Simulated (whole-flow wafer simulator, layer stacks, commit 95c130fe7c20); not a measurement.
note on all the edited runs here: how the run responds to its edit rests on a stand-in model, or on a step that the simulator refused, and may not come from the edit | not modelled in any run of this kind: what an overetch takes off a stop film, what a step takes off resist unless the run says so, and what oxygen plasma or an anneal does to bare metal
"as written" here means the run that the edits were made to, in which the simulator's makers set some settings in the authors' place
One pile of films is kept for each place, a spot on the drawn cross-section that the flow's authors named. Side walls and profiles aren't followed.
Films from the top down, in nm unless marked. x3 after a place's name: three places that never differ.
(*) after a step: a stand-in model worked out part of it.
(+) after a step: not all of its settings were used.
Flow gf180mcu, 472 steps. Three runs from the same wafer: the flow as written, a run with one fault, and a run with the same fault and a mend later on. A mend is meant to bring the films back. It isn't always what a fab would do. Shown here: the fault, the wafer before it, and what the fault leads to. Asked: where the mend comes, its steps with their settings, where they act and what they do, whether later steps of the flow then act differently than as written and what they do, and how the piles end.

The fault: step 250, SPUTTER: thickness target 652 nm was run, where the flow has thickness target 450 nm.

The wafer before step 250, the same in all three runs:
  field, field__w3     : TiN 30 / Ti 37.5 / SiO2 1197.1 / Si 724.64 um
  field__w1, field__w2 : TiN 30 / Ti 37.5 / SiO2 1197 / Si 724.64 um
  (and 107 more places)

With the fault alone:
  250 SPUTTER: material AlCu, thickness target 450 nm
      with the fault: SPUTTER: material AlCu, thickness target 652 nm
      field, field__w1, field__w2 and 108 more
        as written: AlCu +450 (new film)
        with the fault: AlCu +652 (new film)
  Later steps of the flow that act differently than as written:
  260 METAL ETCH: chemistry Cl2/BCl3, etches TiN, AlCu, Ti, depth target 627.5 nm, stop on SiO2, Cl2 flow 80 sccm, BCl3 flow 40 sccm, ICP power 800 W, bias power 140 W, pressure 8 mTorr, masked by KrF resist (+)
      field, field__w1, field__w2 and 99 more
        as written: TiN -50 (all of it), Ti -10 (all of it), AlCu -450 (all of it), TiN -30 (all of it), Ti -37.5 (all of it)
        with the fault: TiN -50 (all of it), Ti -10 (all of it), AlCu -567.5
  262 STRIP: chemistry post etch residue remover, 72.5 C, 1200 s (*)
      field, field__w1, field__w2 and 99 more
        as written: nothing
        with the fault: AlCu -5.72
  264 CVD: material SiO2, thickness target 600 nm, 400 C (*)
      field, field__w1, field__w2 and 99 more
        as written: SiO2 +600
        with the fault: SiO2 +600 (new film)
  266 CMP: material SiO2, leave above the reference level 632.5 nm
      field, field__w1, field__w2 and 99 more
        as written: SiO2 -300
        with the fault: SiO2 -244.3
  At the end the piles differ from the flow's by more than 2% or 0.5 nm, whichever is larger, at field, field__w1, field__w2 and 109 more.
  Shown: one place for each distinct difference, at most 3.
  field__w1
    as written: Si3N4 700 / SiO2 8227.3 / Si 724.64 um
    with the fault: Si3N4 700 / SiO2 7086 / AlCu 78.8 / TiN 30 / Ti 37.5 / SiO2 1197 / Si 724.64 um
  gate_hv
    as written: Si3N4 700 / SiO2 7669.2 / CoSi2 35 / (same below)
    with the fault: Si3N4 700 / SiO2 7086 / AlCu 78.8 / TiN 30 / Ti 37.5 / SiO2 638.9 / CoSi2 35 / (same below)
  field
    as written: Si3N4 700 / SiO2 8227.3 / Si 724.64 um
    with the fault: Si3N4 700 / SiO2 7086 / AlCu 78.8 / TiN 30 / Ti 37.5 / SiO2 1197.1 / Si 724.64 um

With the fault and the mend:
  The mend comes after step 259.
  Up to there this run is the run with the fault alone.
  260 METAL ETCH: chemistry Cl2/BCl3, etches TiN, AlCu, Ti, depth target 829.5 nm, stop on SiO2, Cl2 flow 80 sccm, BCl3 flow 40 sccm, ICP power 800 W, bias power 140 W, pressure 8 mTorr, masked by KrF resist (+) (the flow's step 260, which as written has depth target 627.5 nm)
      field, field__w1, field__w2 and 99 more
        TiN -50 (all of it), Ti -10 (all of it), AlCu -652 (all of it), TiN -30 (all of it), Ti -37.5 (all of it)
      field__w8, contact, m1 and 6 more
        KrF resist -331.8
  Later steps of the flow that act differently than as written:
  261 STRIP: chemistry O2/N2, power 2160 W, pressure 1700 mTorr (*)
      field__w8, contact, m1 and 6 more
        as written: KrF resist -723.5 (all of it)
        with the mend: KrF resist -642.7 (all of it)
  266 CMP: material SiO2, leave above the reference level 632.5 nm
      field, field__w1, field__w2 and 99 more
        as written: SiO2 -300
        with the mend: SiO2 -98
  At the end the piles differ from the flow's by more than 2% or 0.5 nm, whichever is larger, at field, field__w1, field__w2 and 109 more.
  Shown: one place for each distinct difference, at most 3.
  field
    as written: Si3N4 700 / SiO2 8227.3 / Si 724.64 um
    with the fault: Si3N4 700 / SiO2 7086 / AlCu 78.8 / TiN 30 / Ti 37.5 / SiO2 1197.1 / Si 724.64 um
    with the mend: Si3N4 700 / SiO2 8429.3 / Si 724.64 um
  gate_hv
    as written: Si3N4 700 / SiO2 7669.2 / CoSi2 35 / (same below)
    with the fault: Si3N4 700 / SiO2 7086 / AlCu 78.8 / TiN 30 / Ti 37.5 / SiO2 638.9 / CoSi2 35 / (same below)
    with the mend: Si3N4 700 / SiO2 7871.2 / CoSi2 35 / (same below)
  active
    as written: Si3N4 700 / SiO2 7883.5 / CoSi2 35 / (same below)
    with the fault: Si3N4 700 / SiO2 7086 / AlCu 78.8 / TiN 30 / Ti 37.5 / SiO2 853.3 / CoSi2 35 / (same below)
    with the mend: Si3N4 700 / SiO2 8085.5 / CoSi2 35 / (same below)
